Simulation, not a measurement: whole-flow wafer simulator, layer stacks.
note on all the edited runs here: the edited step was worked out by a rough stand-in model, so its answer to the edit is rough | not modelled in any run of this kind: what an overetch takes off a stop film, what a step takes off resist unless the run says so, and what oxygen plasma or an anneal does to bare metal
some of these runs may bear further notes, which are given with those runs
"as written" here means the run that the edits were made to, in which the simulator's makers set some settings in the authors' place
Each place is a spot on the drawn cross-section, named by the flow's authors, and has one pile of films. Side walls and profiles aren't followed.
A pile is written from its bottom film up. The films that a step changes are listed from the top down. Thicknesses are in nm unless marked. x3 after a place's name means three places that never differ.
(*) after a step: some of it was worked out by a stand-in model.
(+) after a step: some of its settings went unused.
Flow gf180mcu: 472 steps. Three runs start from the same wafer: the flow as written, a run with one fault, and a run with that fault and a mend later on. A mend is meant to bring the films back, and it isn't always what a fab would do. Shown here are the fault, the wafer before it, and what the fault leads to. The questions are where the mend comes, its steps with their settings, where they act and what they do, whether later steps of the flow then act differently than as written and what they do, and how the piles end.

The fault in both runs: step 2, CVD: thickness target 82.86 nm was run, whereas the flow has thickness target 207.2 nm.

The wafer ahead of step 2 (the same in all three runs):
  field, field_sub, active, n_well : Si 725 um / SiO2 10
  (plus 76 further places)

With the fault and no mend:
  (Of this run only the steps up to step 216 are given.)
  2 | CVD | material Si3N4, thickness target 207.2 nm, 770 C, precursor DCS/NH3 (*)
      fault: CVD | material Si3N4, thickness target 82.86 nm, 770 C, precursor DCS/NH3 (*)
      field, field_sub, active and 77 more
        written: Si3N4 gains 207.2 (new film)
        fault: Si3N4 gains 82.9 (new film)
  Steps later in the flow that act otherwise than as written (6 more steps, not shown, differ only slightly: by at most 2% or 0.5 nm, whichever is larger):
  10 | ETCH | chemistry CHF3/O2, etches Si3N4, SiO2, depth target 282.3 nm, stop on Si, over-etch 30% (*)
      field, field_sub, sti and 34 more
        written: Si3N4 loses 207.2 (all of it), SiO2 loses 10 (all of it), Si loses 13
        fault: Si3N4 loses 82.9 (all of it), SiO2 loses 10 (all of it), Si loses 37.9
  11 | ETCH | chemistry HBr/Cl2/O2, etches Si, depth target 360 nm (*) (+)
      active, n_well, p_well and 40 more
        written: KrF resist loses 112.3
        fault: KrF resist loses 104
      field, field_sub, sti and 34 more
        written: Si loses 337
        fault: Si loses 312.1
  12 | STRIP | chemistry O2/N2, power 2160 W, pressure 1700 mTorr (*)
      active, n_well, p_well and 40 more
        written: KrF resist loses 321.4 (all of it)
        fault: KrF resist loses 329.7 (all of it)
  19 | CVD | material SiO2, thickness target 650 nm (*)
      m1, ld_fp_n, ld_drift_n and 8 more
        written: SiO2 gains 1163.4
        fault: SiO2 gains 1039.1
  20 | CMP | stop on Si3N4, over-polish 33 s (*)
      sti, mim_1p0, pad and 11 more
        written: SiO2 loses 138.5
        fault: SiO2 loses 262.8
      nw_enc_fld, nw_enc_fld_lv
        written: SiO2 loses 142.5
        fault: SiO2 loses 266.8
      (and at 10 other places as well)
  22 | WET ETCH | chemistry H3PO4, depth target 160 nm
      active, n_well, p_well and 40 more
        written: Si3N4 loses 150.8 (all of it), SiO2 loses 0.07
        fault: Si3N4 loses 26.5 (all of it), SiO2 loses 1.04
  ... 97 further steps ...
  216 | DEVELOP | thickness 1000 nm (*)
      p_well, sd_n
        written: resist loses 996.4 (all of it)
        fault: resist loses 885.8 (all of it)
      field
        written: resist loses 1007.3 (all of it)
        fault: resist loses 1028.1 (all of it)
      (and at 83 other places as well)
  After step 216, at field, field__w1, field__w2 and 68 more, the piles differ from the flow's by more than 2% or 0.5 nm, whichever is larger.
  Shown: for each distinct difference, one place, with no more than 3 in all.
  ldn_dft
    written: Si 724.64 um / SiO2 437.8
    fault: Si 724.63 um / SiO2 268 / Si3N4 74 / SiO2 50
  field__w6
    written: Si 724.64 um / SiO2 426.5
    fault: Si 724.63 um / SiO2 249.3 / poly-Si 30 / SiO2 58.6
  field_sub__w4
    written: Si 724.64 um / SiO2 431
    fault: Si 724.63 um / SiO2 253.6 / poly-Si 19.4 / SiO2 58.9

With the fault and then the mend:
  After step 9 comes the mend.
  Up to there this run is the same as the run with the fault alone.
  9a | STRIP | chemistry O2/N2, power 2160 W, pressure 1700 mTorr (*)
      active, n_well, p_well and 40 more
        KrF resist loses 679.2 (all of it)
  9b | CVD | material Si3N4, thickness target 124.3 nm, 770 C, precursor DCS/NH3 (*) (the flow's step 2, run once more with other settings)
      field, field_sub, active and 77 more
        Si3N4 gains 124.3
  9c | HMDS | 120 C, 60 s (the flow's step 4, run once more)
      leaves every film unchanged at each place that is followed
  9d | COAT | KrF resist, thickness 700 nm (the flow's step 5, run once more)
      field, field_sub, active and 77 more
        KrF resist gains 700 (new film)
  9e | SOFTBAKE | KrF resist (the flow's step 6, run once more)
      leaves every film unchanged at each place that is followed
  9f | EXPOSE | photomask COMP (the flow's step 7, run once more)
      leaves every film unchanged at each place that is followed
  9g | PEB | KrF resist, 135 C, 90 s (the flow's step 8, run once more)
      field, field_sub, active and 77 more
        KrF resist loses 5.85
  9h | DEVELOP | thickness 700 nm, 60 s (the flow's step 9, run once more)
      active, n_well, p_well and 40 more
        KrF resist loses 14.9
      field, field_sub, sti and 34 more
        KrF resist loses 694.2 (all of it)
  None of the later steps of the flow differs from how it acts as written, at any place that is followed, by more than 2% or 0.5 nm, whichever is larger.
  At every place that both follow, the piles at the end match the flow's.
